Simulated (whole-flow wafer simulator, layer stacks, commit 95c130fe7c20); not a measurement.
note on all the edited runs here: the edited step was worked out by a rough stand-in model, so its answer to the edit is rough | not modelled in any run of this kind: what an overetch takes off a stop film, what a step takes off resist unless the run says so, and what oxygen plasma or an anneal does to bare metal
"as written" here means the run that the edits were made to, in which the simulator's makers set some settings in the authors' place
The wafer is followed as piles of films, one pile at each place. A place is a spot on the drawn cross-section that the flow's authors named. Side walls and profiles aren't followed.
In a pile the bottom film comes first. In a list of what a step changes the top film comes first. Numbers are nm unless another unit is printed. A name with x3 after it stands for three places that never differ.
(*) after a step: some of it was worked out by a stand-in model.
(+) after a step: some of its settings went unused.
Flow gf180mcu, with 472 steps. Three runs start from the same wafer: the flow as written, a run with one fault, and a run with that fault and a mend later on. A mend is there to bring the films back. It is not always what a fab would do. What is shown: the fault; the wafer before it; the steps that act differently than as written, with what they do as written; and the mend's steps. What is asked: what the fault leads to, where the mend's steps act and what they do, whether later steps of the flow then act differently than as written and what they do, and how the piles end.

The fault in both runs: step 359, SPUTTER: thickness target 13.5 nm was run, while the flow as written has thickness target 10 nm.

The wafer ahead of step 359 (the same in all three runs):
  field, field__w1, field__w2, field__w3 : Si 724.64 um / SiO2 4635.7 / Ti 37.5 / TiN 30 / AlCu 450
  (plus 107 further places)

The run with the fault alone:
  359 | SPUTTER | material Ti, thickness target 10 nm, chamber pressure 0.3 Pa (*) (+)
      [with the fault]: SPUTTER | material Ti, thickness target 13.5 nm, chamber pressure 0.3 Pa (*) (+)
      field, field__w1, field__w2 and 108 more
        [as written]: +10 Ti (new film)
        [with the fault]: +13.5 Ti (new film)
  Steps later in the flow that act otherwise than as written (5 other steps are not shown; they differ only slightly, by no more than 2% or 0.5 nm, whichever is larger):
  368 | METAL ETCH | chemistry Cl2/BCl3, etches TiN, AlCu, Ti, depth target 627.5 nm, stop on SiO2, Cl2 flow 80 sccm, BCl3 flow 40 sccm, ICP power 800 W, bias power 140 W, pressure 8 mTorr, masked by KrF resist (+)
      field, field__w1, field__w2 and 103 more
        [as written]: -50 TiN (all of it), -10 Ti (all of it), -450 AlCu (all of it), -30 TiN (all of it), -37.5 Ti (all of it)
        [with the fault]: -50 TiN (all of it), -13.5 Ti (all of it), -450 AlCu (all of it), -30 TiN (all of it), -37.5 Ti (all of it)
  At field__w8, contact, m1, m1__w1, m1_nw, the piles at the end differ from the flow's by more than 2% or 0.5 nm, whichever is larger.
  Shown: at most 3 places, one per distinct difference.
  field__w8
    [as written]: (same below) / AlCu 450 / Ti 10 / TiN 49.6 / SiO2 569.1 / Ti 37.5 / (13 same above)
    [with the fault]: (same below) / AlCu 450 / Ti 13.5 / TiN 49.6 / SiO2 565.6 / Ti 37.5 / (13 same above)
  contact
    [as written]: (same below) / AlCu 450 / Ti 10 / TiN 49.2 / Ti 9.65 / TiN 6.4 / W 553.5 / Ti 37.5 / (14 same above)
    [with the fault]: (same below) / AlCu 450 / Ti 13.5 / TiN 49.2 / Ti 9.67 / TiN 6.42 / W 550 / Ti 37.5 / (14 same above)

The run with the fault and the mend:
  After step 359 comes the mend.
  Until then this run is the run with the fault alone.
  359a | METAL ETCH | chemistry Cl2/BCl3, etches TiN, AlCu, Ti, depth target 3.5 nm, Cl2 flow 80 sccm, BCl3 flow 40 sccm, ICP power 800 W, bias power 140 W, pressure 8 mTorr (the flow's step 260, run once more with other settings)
      field, field__w1, field__w2 and 108 more
        -3.5 Ti
  Later steps of the flow that are run all act as written at every place that is followed.
  The piles end the same as the flow's at every place that both follow.
